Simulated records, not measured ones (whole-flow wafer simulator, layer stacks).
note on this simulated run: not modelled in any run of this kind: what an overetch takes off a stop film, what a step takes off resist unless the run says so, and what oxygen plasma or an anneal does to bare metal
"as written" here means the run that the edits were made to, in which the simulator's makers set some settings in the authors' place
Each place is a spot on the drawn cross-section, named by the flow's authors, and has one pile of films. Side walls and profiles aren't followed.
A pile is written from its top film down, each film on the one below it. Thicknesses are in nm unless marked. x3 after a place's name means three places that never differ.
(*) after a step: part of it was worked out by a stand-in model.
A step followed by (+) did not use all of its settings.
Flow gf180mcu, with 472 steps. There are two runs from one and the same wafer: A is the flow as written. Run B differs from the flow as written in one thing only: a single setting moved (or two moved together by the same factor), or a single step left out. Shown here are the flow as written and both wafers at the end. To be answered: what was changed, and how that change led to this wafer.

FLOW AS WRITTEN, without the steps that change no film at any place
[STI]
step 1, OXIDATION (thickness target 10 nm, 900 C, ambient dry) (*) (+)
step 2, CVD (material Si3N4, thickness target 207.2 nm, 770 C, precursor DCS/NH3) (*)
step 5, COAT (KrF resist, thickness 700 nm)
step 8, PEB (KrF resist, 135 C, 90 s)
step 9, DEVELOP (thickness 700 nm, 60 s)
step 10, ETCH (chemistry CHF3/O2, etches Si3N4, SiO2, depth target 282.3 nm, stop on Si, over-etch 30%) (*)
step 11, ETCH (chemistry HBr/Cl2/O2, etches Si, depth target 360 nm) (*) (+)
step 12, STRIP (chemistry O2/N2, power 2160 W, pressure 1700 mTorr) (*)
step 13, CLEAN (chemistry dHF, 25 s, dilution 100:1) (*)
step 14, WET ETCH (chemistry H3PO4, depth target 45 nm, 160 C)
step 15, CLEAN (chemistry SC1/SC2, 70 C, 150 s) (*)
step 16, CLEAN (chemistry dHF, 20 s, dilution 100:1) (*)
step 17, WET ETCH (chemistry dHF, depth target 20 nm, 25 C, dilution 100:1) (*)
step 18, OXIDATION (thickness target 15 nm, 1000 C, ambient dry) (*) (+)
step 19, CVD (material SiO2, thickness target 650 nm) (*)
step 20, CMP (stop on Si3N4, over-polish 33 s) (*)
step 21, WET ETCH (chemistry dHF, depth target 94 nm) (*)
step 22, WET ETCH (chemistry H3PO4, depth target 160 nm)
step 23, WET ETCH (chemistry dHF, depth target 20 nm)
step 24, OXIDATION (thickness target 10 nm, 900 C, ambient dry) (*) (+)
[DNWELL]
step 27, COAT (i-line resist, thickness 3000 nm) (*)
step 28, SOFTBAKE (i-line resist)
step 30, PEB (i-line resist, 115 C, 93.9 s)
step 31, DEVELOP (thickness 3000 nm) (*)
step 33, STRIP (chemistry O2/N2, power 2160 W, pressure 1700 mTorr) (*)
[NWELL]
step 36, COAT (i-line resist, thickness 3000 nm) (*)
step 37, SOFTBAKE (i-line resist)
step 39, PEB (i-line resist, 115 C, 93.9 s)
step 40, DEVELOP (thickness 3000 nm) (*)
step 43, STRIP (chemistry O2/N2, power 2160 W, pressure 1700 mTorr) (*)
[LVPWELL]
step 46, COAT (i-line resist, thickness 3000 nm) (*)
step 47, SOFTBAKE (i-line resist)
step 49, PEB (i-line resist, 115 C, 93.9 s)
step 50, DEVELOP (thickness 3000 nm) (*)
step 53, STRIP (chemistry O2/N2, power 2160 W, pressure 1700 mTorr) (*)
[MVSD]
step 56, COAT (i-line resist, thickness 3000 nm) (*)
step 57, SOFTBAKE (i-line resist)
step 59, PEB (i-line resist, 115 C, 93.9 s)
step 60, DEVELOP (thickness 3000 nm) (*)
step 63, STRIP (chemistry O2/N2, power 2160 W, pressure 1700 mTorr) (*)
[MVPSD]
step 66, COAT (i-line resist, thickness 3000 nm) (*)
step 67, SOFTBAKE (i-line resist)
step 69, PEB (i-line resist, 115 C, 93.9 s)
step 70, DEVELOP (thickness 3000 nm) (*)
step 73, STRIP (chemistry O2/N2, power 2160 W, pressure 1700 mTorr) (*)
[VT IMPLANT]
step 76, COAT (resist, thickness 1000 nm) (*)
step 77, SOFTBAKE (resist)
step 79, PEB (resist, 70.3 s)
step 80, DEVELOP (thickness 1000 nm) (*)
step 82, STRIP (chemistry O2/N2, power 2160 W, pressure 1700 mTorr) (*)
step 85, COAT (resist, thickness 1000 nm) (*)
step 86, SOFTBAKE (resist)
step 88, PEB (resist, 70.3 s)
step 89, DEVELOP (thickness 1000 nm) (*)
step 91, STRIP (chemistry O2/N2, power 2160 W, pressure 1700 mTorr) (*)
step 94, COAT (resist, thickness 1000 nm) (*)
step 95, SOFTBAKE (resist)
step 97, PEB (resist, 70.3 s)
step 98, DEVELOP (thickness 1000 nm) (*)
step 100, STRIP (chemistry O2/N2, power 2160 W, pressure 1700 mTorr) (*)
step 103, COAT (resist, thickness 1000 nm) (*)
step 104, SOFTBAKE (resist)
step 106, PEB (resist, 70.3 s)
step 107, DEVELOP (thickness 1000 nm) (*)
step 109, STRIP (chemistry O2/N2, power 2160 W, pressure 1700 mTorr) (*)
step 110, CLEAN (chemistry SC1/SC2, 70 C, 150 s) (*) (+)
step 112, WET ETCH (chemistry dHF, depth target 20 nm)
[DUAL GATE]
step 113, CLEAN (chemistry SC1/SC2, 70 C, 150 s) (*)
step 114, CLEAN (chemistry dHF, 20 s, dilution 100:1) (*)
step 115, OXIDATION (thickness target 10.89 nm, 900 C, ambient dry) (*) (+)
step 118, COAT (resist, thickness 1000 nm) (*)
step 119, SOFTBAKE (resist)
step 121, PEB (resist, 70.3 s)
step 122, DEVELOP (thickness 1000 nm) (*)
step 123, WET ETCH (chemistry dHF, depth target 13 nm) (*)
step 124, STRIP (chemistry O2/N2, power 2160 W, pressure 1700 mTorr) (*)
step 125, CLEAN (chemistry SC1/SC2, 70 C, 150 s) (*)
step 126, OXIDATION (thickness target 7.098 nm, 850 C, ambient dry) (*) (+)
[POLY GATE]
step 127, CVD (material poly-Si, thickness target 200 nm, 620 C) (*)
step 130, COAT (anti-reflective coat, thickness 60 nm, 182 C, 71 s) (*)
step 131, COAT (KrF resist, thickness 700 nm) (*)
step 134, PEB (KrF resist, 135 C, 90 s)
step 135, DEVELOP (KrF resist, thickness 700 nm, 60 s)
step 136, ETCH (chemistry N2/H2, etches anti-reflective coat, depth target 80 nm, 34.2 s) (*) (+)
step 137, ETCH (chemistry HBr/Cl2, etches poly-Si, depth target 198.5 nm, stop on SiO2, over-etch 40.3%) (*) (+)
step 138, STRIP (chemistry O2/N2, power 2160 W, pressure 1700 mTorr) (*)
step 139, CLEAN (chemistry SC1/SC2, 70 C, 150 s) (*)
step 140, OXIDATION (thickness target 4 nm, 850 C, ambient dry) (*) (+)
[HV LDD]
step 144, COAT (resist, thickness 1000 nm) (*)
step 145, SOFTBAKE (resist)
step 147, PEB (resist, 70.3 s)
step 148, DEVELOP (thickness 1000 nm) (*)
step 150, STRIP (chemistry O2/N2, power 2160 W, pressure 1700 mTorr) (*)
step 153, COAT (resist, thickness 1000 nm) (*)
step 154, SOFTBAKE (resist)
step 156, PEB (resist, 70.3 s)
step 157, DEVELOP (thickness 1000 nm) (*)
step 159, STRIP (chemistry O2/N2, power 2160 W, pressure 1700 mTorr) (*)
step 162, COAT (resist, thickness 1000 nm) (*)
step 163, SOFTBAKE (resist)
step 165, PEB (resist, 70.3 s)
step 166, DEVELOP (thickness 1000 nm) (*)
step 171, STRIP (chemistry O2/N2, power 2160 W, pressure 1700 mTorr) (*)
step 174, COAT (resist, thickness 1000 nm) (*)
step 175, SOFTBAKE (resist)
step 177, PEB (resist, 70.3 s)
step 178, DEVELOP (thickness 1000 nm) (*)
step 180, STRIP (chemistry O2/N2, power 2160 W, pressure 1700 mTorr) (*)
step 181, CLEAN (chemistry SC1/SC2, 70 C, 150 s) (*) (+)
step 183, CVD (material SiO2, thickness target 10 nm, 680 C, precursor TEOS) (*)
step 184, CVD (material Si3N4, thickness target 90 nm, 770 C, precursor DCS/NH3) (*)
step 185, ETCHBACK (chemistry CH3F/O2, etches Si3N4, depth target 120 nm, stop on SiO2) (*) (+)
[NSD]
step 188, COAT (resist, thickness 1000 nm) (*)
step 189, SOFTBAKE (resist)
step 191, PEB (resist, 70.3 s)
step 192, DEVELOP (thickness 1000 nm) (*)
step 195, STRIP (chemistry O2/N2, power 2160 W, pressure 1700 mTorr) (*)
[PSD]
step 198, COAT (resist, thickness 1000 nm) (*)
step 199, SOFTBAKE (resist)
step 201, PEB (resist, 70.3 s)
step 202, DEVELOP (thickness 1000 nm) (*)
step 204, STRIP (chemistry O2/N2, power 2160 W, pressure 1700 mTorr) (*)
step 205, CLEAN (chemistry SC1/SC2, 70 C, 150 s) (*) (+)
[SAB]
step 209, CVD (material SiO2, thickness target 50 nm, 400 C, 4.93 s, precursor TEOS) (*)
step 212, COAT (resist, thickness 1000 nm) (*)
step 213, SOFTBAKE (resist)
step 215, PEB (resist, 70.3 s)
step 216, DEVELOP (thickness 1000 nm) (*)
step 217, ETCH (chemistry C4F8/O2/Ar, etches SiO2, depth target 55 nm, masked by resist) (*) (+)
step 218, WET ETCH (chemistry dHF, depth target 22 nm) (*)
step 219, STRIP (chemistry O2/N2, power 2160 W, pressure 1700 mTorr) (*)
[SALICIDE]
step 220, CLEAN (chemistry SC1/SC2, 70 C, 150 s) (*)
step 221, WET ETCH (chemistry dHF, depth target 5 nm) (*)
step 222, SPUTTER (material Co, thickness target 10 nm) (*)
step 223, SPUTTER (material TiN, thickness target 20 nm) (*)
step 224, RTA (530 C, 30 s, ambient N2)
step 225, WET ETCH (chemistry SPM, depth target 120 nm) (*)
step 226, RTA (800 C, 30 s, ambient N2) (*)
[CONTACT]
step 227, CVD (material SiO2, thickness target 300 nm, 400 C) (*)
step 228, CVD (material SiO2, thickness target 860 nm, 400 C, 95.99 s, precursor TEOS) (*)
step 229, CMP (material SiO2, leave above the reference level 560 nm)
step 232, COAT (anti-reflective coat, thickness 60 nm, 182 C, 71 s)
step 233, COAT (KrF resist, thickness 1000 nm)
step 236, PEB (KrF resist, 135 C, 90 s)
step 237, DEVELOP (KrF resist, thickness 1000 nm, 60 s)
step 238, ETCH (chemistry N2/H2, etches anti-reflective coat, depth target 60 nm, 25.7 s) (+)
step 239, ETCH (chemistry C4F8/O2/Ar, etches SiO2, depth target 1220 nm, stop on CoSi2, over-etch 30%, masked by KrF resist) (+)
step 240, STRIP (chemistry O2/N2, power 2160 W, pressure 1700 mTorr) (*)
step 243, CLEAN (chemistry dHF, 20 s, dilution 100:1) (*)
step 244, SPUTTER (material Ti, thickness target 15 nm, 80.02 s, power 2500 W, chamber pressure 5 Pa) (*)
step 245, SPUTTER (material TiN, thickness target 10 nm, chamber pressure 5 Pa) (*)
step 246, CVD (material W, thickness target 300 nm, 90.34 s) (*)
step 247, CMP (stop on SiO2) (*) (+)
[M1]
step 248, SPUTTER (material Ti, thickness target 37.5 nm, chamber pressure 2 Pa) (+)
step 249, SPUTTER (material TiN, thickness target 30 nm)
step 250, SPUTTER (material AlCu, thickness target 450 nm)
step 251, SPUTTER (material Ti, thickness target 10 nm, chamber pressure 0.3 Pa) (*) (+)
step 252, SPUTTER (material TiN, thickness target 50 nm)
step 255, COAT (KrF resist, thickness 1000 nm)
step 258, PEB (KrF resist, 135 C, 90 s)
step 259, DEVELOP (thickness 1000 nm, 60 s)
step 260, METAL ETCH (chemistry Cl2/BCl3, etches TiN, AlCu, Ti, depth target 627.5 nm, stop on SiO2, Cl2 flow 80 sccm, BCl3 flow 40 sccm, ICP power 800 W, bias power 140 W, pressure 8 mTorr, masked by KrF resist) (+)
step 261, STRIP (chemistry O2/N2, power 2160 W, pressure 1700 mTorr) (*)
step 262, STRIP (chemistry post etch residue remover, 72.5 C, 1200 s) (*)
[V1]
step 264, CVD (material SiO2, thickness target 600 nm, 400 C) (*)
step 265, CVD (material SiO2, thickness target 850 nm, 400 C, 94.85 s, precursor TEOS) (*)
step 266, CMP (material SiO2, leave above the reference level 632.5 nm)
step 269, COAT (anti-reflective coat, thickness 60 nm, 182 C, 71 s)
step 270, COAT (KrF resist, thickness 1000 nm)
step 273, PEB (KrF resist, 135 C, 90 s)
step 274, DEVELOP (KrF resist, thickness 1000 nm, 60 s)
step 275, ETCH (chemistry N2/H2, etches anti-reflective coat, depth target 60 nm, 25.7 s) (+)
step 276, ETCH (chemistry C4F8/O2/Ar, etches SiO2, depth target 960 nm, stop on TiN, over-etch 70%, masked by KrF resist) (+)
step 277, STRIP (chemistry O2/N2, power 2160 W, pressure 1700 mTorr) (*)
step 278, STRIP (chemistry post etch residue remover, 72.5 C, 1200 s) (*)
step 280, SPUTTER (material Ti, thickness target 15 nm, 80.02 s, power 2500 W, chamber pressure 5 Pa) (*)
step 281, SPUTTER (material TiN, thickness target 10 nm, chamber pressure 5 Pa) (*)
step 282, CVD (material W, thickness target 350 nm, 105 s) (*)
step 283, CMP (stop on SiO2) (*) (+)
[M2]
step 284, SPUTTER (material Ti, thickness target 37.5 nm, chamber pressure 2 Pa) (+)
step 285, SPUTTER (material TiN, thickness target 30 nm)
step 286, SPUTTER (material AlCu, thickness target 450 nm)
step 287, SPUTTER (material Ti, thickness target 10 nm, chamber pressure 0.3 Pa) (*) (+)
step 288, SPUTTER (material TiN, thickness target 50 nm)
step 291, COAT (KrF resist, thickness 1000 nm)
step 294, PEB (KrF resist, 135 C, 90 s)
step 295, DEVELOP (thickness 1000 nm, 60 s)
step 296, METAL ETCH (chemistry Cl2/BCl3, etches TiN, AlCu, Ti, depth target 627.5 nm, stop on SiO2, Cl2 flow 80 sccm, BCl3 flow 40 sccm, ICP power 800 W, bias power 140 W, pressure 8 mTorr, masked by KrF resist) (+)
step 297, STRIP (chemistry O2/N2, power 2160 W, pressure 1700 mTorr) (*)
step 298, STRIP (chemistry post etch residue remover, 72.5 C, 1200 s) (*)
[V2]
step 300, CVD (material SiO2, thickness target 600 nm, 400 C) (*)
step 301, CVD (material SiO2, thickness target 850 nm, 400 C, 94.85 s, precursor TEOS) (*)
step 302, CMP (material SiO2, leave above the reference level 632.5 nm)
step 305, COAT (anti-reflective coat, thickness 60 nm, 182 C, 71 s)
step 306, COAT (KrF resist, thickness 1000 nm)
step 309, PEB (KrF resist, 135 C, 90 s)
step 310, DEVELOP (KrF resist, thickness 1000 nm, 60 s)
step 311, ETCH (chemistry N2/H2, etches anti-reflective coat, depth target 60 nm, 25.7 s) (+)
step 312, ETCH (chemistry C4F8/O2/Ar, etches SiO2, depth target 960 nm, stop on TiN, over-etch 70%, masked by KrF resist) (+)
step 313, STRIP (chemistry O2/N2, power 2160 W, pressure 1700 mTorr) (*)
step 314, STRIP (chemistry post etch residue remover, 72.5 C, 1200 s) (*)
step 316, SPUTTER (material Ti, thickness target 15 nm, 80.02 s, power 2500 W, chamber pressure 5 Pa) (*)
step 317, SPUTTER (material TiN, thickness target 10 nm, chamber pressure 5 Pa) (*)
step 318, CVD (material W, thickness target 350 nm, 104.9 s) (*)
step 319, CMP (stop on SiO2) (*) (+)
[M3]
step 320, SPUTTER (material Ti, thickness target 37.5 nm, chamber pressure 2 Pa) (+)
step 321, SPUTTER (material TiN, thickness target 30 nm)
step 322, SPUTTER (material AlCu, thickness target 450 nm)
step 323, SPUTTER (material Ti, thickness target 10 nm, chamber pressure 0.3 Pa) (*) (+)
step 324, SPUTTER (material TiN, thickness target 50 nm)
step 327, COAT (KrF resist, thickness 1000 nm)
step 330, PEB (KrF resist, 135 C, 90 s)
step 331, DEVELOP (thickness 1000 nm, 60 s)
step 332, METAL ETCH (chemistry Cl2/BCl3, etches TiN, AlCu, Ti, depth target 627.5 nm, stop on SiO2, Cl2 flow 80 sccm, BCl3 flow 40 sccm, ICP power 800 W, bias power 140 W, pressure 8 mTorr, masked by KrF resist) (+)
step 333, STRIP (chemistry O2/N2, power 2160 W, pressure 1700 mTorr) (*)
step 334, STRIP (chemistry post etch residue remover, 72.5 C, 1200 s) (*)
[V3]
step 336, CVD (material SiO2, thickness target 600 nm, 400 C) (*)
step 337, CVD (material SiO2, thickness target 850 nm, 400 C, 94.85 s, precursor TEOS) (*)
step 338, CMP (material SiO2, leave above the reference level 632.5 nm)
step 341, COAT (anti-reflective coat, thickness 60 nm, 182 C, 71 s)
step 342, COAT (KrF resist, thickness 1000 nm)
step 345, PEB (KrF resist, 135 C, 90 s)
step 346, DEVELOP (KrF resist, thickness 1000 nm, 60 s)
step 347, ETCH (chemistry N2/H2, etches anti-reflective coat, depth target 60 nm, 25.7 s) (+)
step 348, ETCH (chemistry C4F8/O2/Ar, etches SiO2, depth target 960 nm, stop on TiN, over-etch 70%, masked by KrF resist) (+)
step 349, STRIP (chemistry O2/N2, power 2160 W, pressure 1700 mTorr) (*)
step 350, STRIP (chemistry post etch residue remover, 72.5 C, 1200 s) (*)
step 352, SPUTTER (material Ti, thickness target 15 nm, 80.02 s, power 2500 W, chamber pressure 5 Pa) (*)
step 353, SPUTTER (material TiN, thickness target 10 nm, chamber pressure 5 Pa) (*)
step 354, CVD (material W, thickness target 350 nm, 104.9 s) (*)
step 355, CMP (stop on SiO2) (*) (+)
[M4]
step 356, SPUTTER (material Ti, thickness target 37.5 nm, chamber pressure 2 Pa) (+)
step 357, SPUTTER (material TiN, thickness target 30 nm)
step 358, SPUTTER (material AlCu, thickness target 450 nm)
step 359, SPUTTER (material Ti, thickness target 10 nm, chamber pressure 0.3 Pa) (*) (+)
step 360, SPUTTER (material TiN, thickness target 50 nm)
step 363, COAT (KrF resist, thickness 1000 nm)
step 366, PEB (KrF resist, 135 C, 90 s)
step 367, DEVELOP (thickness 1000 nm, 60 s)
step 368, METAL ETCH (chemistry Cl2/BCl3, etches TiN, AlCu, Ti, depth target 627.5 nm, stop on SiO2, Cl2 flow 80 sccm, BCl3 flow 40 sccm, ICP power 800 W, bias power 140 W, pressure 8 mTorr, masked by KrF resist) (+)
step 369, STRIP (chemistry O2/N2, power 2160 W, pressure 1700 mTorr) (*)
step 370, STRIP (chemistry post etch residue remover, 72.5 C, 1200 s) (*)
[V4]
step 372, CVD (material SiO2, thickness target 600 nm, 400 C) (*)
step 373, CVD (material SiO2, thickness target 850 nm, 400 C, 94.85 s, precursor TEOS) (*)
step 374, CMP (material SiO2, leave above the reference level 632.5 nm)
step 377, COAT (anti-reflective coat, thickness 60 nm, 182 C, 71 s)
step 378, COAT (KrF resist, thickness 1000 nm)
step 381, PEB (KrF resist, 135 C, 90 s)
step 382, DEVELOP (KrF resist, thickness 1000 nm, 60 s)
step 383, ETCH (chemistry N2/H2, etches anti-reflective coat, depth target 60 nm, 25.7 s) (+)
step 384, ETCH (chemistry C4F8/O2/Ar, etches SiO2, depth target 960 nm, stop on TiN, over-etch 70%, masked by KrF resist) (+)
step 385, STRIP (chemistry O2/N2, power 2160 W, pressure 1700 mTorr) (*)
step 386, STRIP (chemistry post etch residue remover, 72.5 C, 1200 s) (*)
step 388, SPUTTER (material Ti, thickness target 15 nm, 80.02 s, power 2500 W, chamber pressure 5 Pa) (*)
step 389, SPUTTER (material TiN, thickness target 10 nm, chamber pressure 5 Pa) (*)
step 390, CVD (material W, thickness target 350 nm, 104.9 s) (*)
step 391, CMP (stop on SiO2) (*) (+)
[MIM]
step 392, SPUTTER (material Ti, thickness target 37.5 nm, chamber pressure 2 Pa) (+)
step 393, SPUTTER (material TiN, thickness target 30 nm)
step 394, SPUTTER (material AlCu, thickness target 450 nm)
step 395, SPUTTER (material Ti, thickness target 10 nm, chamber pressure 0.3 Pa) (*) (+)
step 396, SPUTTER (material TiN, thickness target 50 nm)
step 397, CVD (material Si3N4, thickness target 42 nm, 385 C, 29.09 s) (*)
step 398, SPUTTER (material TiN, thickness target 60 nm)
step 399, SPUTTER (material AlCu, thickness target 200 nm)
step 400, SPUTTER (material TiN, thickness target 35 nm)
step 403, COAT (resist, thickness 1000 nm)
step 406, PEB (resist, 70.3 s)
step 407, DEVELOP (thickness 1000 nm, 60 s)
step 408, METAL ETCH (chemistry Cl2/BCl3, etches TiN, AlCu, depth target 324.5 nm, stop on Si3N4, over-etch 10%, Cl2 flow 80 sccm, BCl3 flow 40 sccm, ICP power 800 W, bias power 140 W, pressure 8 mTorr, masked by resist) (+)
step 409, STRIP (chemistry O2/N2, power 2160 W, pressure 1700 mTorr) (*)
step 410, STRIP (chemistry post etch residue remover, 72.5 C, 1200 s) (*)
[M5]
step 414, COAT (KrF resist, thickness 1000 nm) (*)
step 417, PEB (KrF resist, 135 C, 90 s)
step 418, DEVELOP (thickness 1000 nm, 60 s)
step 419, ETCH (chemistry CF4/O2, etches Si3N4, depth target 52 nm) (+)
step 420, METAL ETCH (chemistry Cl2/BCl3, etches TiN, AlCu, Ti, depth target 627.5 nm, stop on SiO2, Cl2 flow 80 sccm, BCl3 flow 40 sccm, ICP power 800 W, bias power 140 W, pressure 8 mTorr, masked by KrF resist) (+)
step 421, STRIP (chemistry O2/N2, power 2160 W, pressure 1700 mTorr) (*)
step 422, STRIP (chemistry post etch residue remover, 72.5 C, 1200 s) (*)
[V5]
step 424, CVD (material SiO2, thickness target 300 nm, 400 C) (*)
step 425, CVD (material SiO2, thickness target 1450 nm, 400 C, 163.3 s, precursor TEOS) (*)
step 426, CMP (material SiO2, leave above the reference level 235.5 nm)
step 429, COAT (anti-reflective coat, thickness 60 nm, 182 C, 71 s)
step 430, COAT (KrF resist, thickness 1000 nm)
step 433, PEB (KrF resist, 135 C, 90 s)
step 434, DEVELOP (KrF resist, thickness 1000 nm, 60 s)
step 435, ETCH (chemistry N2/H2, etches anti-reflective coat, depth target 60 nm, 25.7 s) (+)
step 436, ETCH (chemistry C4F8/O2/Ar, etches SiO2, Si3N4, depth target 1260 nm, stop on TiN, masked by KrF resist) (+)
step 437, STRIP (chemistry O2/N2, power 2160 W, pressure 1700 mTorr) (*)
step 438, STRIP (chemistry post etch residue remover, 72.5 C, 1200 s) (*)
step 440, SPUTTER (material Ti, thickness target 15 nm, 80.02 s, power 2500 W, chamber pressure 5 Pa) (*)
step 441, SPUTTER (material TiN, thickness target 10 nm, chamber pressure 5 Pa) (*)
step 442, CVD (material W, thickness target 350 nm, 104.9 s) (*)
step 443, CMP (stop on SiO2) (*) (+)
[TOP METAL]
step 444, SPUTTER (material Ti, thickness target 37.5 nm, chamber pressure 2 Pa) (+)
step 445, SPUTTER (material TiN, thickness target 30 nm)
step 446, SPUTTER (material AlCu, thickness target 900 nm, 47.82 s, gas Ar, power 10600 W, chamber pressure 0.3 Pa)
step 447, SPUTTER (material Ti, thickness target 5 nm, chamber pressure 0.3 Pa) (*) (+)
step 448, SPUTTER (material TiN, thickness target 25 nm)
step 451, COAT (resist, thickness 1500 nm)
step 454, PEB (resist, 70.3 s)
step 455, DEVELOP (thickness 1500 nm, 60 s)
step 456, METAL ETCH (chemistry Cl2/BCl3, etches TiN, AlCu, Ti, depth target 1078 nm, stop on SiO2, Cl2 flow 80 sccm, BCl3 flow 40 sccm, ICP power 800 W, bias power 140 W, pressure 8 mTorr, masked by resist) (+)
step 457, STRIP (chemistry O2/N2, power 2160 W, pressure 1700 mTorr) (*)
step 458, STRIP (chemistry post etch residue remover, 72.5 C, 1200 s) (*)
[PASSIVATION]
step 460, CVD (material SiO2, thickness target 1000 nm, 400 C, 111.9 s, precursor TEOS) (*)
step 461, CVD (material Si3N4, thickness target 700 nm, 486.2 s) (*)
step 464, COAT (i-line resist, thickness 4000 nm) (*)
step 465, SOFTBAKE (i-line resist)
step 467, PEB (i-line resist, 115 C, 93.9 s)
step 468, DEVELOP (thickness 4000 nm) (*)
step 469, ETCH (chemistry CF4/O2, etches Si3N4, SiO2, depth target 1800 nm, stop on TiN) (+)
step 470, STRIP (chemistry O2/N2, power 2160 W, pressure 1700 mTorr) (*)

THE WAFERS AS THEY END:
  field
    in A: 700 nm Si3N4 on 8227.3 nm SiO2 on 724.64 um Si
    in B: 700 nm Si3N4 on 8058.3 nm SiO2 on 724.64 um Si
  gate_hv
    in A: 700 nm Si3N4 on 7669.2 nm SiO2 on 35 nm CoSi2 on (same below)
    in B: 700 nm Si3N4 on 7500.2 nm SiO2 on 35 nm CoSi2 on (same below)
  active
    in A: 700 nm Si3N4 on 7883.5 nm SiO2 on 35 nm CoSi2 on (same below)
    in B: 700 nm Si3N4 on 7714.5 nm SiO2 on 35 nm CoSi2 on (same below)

Cause: step 286, SPUTTER: thickness target 281 nm was run, whereas the flow has thickness target 450 nm.

How this came from the change, step by step:
  step 286, SPUTTER (material AlCu, thickness target 450 nm)
      field, field__w1, field__w2 and 108 more: A +450 AlCu (new film) | B +281 AlCu (new film)
  step 296, METAL ETCH (chemistry Cl2/BCl3, etches TiN, AlCu, Ti, depth target 627.5 nm, stop on SiO2, Cl2 flow 80 sccm, BCl3 flow 40 sccm, ICP power 800 W, bias power 140 W, pressure 8 mTorr, masked by KrF resist) (+)
      field, field__w1, field__w2 and 103 more: A -50 TiN (all of it), -10 Ti (all of it), -450 AlCu (all of it), -30 TiN (all of it), -37.5 Ti (all of it) | B -50 TiN (all of it), -10 Ti (all of it), -281 AlCu (all of it), -30 TiN (all of it), -37.5 Ti (all of it)
      field__w8, contact, m1, m1__w1, m1_nw: A -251 KrF resist | B -245.1 KrF resist
  step 302, CMP (material SiO2, leave above the reference level 632.5 nm)
      field, field__w1, field__w2 and 103 more: A -300 SiO2 | B -469 SiO2
